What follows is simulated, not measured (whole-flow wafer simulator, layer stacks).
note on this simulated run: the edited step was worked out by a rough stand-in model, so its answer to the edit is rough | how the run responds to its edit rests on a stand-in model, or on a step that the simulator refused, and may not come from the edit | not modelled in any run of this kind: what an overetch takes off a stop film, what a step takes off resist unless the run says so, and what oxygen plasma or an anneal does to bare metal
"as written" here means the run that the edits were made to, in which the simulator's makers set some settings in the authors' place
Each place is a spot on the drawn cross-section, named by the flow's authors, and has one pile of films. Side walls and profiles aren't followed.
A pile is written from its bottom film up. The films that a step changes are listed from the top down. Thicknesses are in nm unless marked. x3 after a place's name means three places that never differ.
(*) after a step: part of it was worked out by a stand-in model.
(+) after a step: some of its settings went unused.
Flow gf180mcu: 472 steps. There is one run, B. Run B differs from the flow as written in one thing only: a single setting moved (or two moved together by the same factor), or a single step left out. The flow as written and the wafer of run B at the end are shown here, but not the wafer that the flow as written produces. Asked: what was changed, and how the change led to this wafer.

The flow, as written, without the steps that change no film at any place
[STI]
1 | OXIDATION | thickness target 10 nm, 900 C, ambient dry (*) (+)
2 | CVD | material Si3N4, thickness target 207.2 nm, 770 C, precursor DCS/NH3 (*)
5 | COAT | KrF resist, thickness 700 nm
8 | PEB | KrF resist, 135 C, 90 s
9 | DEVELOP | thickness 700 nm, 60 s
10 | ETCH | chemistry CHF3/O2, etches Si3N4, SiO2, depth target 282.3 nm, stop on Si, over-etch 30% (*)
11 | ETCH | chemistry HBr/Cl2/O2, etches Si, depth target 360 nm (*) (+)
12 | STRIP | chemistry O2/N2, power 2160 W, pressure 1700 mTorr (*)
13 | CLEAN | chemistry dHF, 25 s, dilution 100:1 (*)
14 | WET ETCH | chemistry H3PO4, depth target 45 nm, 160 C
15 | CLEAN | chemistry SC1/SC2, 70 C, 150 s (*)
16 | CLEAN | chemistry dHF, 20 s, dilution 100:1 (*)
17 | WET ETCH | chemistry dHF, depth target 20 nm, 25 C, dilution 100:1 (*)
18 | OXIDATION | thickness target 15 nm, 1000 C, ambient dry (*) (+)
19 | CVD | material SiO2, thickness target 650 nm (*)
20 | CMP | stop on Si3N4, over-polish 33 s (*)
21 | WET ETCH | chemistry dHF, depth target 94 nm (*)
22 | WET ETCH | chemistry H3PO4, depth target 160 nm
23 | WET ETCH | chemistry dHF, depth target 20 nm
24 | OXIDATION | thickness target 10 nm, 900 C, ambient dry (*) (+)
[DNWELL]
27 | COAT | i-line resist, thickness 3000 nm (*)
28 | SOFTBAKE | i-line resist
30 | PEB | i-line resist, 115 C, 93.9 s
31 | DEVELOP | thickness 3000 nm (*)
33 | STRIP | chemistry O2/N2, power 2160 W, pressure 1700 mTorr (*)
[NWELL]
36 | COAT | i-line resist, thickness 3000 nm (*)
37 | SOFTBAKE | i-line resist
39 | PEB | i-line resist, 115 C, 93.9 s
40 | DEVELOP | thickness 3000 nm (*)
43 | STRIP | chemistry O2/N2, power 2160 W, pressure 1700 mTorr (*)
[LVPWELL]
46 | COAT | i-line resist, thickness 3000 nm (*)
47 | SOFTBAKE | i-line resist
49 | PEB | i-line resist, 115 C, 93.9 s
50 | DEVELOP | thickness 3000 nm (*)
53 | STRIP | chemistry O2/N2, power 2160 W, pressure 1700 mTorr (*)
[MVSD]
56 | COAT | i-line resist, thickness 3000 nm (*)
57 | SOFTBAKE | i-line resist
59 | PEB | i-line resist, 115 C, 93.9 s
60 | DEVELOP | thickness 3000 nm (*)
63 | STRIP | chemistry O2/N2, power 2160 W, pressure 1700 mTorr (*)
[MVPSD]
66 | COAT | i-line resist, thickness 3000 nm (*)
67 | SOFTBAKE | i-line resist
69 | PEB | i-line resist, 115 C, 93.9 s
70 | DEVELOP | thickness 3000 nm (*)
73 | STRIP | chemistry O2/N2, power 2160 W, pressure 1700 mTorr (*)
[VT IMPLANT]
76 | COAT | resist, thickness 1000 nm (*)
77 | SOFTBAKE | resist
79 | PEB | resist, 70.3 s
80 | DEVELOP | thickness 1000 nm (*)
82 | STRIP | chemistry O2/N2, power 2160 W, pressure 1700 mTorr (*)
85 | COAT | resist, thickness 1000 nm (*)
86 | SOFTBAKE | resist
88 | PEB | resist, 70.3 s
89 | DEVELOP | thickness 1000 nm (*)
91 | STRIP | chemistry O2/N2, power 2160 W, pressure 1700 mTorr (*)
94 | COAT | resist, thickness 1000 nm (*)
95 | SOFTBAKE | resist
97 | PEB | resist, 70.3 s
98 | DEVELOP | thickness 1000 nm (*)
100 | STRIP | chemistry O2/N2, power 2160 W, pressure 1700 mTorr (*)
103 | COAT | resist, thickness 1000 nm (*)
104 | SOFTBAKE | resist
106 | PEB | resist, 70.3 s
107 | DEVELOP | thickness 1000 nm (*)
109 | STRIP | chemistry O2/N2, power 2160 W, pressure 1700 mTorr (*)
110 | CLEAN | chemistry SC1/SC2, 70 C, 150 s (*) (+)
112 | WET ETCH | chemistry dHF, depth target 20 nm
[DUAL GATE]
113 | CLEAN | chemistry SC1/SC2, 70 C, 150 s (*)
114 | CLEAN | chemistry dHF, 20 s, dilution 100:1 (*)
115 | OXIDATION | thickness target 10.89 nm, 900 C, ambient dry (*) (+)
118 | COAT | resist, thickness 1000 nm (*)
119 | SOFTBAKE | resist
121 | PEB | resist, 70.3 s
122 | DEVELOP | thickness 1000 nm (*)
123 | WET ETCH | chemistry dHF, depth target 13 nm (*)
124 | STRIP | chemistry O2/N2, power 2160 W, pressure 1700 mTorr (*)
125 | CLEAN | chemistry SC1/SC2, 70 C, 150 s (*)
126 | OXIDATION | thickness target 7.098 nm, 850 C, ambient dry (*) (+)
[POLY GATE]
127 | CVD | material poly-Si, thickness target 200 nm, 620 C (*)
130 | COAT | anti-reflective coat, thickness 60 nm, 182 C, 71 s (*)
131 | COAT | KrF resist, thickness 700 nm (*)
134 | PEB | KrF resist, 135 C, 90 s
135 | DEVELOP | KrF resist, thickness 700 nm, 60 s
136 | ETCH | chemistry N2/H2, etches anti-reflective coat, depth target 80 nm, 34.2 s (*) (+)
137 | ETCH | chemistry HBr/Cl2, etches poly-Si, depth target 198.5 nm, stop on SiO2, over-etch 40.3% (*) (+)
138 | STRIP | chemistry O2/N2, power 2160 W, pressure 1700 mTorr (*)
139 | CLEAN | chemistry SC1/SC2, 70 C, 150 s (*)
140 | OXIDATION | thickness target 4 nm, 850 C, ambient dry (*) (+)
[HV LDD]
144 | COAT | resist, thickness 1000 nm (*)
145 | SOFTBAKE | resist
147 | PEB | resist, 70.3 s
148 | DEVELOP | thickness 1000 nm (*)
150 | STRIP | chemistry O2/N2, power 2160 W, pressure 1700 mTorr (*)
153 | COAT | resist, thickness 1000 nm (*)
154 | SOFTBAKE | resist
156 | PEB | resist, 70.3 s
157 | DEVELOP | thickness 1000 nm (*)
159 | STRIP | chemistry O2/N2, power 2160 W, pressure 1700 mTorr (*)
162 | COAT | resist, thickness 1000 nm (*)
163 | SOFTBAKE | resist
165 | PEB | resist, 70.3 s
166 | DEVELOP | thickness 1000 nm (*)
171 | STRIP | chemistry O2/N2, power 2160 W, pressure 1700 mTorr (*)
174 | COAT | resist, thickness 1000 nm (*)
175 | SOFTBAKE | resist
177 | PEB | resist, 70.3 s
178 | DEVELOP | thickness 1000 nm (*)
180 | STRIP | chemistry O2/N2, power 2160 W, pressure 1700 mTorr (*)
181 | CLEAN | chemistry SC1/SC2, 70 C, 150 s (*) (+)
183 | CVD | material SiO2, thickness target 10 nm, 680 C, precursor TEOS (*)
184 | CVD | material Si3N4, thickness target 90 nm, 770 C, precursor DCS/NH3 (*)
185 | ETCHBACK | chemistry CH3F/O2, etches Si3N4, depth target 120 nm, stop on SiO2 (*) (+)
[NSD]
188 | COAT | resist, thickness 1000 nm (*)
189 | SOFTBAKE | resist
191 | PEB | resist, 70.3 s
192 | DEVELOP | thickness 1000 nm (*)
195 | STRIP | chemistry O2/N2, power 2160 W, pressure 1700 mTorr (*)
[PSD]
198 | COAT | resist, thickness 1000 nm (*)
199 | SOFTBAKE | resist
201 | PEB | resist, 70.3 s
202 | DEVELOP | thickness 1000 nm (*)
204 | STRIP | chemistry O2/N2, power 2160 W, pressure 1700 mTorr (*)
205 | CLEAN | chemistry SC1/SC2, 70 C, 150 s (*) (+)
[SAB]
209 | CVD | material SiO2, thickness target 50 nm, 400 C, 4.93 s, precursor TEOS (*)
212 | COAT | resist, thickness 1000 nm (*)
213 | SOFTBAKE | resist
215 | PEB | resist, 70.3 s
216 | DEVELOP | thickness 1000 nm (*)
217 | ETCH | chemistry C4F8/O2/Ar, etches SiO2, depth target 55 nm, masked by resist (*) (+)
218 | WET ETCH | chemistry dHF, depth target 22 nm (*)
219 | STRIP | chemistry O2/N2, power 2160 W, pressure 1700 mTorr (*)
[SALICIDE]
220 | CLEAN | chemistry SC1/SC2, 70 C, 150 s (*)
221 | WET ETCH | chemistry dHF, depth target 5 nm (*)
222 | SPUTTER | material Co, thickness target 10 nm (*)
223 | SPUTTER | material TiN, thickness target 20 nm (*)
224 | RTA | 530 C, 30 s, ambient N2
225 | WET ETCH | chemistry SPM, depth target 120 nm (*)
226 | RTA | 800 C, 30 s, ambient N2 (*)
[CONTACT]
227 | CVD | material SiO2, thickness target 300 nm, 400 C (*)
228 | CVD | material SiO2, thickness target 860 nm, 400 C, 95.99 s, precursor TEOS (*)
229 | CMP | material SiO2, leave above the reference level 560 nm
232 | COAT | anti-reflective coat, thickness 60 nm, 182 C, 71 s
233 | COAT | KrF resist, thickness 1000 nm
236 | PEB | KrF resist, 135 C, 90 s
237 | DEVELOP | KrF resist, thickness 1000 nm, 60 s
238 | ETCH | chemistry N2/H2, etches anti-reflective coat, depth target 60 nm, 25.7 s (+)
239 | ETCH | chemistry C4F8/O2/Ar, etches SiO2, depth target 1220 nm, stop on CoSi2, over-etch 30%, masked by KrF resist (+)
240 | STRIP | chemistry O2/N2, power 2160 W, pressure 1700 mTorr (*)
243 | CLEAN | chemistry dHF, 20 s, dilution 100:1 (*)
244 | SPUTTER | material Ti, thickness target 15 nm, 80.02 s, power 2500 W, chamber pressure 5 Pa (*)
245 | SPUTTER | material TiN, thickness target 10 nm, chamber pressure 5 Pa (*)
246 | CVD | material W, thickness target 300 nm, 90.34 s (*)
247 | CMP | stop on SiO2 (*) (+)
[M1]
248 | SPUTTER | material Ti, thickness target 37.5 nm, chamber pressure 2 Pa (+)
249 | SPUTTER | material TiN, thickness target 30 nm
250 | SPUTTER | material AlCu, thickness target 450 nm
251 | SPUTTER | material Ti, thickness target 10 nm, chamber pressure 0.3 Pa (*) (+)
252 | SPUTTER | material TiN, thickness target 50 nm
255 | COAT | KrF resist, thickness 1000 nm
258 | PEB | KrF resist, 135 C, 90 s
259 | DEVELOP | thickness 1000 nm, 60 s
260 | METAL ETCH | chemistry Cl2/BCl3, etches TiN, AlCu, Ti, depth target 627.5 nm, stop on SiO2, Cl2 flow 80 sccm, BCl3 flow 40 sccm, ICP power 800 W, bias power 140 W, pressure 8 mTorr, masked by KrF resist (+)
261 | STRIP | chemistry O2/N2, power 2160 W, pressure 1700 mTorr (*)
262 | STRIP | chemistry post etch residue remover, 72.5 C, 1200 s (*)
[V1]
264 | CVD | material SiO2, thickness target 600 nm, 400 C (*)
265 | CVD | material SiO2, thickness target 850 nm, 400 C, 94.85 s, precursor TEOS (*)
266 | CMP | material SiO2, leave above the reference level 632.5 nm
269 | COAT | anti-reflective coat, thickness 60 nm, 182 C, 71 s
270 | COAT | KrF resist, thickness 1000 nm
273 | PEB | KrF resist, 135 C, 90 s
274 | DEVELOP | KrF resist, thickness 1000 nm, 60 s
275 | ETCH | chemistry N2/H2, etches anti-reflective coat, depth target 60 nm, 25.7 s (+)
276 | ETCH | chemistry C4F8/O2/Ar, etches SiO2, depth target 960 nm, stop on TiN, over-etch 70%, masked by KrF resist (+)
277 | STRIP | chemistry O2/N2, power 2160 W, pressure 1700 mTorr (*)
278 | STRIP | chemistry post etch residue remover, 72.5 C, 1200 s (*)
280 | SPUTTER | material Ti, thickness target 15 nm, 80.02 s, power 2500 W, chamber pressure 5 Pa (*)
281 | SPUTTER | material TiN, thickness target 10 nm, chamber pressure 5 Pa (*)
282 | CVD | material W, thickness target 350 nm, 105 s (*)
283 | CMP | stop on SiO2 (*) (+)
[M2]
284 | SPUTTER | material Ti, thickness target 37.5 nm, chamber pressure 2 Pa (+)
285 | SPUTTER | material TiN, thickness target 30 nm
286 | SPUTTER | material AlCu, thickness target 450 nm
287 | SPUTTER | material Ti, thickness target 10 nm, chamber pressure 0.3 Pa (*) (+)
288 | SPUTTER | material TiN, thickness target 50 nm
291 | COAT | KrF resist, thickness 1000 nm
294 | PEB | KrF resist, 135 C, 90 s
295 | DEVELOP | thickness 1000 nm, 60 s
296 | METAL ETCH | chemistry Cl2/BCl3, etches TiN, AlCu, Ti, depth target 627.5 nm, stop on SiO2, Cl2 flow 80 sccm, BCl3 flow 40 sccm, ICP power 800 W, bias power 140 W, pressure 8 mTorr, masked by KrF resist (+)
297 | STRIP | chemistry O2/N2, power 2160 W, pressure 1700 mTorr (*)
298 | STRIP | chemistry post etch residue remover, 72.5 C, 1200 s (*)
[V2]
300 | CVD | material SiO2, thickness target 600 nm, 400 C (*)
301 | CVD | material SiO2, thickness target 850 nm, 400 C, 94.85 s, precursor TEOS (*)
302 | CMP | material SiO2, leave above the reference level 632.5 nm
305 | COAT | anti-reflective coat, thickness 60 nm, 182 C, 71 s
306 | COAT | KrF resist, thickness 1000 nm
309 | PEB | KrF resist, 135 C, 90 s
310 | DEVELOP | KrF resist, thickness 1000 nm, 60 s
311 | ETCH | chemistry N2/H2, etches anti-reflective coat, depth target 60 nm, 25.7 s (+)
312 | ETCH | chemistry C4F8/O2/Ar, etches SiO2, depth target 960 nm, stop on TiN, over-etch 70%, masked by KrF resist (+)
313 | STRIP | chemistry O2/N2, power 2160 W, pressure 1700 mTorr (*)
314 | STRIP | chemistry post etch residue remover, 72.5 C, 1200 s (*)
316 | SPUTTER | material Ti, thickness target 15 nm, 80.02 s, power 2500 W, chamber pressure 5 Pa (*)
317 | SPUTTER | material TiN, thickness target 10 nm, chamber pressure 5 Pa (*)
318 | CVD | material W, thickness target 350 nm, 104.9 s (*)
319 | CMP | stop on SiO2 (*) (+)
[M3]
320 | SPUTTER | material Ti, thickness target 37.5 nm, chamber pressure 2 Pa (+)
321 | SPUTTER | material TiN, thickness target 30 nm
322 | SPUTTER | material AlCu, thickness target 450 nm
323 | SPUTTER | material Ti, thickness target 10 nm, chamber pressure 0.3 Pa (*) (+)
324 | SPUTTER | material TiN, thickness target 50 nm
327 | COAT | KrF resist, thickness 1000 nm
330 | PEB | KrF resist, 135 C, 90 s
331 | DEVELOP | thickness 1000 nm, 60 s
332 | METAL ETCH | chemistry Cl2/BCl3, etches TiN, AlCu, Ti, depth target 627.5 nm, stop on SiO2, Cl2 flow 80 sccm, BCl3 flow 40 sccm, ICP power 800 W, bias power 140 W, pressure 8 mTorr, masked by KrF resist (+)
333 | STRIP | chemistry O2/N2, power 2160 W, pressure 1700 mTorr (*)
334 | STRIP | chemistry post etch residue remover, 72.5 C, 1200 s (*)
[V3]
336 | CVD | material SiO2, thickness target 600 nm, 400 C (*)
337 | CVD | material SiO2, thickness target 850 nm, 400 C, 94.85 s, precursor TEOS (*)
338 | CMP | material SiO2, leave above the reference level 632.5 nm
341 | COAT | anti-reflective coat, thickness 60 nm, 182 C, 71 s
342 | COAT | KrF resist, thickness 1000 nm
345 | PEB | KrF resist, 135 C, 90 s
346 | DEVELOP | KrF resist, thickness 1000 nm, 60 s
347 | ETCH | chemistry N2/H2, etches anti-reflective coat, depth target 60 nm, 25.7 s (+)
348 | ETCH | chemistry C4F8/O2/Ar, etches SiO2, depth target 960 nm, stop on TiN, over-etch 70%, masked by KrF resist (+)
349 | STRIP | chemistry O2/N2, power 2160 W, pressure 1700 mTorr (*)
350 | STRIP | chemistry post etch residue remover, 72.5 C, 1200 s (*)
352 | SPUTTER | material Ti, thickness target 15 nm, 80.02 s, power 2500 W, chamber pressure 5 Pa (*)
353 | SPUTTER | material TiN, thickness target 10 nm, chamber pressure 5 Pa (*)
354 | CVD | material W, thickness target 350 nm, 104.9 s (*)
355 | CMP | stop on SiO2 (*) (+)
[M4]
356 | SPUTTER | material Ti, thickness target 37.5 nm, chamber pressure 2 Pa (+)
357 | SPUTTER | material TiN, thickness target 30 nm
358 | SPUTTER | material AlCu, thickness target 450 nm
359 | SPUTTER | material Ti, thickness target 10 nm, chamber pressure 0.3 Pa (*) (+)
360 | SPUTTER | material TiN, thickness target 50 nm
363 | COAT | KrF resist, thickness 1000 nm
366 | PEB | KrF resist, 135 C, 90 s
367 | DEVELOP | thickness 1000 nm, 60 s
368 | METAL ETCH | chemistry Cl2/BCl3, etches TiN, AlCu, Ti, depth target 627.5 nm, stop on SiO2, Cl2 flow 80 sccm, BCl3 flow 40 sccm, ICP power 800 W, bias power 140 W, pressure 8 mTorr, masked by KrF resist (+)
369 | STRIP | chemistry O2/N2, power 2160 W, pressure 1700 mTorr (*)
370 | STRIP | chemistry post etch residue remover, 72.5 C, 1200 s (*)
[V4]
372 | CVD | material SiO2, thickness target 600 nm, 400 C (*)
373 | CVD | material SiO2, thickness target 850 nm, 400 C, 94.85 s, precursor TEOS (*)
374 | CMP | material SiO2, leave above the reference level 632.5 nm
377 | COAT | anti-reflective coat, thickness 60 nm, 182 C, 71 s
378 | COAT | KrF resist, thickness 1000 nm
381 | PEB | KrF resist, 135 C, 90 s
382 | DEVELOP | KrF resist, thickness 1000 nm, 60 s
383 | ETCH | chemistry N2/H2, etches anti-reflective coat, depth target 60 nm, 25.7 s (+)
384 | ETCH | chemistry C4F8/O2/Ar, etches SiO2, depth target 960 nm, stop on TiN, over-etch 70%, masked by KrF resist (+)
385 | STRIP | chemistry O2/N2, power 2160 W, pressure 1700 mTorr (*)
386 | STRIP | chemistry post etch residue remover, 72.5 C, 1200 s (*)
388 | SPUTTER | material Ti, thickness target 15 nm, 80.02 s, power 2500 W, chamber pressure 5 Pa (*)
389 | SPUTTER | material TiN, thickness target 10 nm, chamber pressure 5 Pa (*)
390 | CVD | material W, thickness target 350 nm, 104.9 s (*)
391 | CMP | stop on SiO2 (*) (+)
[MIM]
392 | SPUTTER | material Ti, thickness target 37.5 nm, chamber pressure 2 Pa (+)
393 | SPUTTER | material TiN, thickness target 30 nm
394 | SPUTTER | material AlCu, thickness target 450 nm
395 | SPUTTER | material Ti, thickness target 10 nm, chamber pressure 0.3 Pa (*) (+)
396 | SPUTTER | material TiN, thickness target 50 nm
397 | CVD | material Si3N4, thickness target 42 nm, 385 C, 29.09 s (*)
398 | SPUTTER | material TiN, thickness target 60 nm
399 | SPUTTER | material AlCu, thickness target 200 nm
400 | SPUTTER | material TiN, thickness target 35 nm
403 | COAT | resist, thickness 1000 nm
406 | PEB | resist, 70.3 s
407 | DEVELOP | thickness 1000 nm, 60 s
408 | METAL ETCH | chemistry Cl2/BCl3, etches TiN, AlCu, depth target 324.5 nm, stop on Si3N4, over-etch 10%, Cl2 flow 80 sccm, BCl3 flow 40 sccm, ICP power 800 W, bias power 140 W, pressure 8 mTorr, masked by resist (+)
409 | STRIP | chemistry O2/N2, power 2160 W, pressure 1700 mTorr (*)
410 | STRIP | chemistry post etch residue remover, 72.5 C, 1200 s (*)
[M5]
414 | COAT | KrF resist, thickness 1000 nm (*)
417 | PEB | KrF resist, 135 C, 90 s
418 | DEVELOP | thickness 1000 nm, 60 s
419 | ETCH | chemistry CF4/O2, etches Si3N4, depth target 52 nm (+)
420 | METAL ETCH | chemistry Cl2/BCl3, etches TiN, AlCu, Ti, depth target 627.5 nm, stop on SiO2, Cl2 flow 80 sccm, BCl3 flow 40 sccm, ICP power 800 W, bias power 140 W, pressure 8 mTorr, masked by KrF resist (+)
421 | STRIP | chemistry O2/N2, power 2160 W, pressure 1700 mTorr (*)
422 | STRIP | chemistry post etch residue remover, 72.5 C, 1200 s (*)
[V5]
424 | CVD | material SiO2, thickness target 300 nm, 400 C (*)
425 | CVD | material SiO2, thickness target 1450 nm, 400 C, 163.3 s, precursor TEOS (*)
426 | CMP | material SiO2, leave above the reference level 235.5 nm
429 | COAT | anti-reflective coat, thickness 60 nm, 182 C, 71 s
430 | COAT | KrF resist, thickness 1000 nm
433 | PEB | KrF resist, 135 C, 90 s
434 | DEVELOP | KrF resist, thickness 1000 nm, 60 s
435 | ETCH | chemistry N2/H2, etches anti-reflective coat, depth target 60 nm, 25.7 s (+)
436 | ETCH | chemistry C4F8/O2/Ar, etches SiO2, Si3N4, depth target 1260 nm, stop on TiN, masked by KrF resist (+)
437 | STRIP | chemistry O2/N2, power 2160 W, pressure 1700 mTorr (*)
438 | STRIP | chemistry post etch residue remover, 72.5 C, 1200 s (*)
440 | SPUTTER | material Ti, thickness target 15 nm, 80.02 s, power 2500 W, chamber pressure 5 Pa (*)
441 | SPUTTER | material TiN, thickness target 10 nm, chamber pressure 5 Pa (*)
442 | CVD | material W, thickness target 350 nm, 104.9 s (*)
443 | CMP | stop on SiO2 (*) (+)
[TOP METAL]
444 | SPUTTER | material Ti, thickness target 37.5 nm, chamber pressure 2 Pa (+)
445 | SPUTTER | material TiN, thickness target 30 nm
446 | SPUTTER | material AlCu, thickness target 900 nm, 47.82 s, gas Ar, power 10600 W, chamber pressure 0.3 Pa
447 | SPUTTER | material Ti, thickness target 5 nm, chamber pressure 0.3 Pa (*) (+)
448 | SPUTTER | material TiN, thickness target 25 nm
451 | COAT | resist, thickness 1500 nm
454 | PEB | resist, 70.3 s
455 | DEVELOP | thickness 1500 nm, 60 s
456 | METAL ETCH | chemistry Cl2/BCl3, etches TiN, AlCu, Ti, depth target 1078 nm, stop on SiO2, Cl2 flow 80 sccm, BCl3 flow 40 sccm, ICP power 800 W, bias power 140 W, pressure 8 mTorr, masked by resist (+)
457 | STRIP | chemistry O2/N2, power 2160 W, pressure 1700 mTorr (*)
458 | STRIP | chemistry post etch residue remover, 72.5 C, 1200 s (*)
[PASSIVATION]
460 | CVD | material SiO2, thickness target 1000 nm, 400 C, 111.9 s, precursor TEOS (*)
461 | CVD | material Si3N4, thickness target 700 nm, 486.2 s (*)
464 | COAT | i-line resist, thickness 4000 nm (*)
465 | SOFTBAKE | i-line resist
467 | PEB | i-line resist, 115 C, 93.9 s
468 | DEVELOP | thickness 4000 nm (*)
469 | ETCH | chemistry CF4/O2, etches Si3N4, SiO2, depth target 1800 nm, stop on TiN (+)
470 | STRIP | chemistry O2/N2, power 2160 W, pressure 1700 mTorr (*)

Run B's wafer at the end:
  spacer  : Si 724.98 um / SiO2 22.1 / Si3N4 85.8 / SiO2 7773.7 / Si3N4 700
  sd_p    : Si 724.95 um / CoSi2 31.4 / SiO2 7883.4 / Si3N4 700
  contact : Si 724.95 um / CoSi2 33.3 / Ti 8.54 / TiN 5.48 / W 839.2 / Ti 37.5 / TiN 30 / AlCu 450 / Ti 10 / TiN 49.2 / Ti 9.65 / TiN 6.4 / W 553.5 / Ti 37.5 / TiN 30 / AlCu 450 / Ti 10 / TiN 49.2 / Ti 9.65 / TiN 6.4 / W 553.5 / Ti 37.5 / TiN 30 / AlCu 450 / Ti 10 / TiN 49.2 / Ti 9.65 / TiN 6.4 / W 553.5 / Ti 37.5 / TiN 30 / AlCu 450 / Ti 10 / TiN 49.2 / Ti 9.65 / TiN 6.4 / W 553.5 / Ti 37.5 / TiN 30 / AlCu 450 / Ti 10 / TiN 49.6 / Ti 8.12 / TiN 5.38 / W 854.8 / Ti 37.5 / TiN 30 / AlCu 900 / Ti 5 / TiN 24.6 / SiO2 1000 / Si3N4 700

Cause: step 183, CVD: thickness target 14.9 nm was run, though the flow has thickness target 10 nm.

The path from the change to this, step by step:
  183 | CVD | material SiO2, thickness target 10 nm, 680 C, precursor TEOS (*)
      field, field__w1, field__w2 and 99 more: +14.9 SiO2 (it would be, as written: +10 SiO2)
      ld_drift_p: +14.7 SiO2 (it would be, as written: +9.87 SiO2)
      (also at 1 further place)
  189 | SOFTBAKE | resist
      field__w9: -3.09 resist (it would be, as written: +6.92 resist)
      field_sub__w1: +9.76 resist (it would be, as written: +7.47 resist)
  199 | SOFTBAKE | resist
      field__w9: -3.09 resist (it would be, as written: +6.92 resist)
      field_sub__w1: +9.76 resist (it would be, as written: +7.47 resist)
  218 | WET ETCH | chemistry dHF, depth target 22 nm (*)
      gate, gate_hv, gate_p and 23 more: -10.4 SiO2 (all of it) (it would be, as written: -5.48 SiO2 (all of it))
      field, sti, mim_1p0 and 13 more: -25.2 SiO2 (it would be, as written: -24.5 SiO2)
      (also at 56 further places)
  229 | CMP | material SiO2, leave above the reference level 560 nm
      field__w3: -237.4 SiO2 (it would be, as written: -232.3 SiO2)
      field__w12: -237.3 SiO2 (it would be, as written: -232.1 SiO2)
      (also at 1 further place)
